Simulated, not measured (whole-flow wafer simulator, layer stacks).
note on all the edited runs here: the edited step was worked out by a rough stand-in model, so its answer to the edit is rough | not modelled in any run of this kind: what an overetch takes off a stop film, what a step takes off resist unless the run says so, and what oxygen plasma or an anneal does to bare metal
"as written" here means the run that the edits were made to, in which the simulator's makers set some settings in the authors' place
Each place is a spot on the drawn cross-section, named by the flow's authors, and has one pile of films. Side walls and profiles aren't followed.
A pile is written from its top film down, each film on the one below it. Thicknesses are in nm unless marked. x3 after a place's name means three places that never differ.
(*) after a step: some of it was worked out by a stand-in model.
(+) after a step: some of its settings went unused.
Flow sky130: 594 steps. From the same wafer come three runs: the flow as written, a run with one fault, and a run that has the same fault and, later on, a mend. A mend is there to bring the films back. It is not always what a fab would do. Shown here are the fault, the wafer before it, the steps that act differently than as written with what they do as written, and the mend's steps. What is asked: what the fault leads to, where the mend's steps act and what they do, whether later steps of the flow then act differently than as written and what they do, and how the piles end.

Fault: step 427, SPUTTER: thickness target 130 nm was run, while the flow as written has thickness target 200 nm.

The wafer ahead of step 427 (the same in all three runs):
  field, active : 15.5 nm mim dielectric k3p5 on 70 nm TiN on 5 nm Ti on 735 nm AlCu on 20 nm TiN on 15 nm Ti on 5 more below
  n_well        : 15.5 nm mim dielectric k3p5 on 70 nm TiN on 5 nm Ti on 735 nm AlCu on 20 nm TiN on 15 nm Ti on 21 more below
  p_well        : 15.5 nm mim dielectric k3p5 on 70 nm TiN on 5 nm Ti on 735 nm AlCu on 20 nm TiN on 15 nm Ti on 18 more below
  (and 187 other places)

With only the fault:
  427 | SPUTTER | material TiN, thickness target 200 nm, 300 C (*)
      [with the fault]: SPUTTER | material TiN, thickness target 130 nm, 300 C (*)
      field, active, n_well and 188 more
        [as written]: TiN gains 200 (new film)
        [with the fault]: TiN gains 130 (new film)
  Later steps of the flow acting differently than as written (not shown: 3 more steps that differ only slightly, by at most 2% or 0.5 nm, whichever is larger):
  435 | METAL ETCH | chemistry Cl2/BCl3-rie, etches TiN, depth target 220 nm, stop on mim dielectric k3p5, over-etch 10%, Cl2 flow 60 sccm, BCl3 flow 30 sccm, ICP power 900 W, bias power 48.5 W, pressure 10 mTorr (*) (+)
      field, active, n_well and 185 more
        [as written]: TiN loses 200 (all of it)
        [with the fault]: TiN loses 130 (all of it)
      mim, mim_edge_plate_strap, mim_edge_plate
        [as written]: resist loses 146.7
        [with the fault]: resist loses 95.3
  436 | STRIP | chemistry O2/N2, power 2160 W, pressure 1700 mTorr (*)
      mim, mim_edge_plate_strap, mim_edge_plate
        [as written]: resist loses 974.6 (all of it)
        [with the fault]: resist loses 1025.9 (all of it)
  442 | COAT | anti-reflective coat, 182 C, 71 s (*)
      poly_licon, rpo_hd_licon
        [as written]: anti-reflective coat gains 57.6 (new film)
        [with the fault]: anti-reflective coat gains 76.2 (new film)
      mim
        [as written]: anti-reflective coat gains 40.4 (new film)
        [with the fault]: anti-reflective coat gains 29.6 (new film)
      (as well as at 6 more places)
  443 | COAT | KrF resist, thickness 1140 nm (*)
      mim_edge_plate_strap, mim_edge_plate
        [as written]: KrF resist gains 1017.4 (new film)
        [with the fault]: KrF resist gains 1087.4 (new film)
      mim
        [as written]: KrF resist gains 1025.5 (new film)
        [with the fault]: KrF resist gains 1085.3 (new film)
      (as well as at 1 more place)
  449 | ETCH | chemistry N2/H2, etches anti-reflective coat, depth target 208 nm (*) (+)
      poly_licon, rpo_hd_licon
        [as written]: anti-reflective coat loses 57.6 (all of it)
        [with the fault]: anti-reflective coat loses 76.2 (all of it)
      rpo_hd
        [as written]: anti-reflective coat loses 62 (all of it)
        [with the fault]: anti-reflective coat loses 73.4 (all of it)
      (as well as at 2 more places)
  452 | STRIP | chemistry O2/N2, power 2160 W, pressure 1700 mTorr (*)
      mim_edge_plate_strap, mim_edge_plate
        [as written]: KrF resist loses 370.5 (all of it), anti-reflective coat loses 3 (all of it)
        [with the fault]: KrF resist loses 440.4 (all of it), anti-reflective coat loses 3 (all of it)
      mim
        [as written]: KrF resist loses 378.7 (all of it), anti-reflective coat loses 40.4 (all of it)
        [with the fault]: KrF resist loses 438.3 (all of it), anti-reflective coat loses 29.6 (all of it)
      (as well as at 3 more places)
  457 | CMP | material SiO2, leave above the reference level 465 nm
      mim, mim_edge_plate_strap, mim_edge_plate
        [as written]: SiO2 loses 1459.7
        [with the fault]: SiO2 loses 1389.7
  By the end, the piles at mim, mim_edge_plate_strap, mim_edge_plate depart from the flow's by more than 2% or 0.5 nm, whichever is larger.
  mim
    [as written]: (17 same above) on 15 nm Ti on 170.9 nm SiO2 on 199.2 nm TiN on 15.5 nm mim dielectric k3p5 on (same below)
    [with the fault]: (17 same above) on 15 nm Ti on 240.9 nm SiO2 on 129.2 nm TiN on 15.5 nm mim dielectric k3p5 on (same below)
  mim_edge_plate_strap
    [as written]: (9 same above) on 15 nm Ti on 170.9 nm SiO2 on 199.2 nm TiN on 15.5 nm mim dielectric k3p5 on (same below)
    [with the fault]: (9 same above) on 15 nm Ti on 240.9 nm SiO2 on 129.2 nm TiN on 15.5 nm mim dielectric k3p5 on (same below)
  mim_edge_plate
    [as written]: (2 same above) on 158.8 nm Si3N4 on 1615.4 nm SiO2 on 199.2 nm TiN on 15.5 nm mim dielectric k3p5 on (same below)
    [with the fault]: (2 same above) on 158.8 nm Si3N4 on 1685.4 nm SiO2 on 129.2 nm TiN on 15.5 nm mim dielectric k3p5 on (same below)

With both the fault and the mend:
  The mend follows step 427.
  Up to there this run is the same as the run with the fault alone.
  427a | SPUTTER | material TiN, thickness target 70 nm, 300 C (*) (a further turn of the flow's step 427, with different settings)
      field, active, n_well and 188 more
        TiN gains 70
  Later steps of the flow that are run all act as written at every place that is followed.
  At every place that both follow, the piles at the end match the flow's.
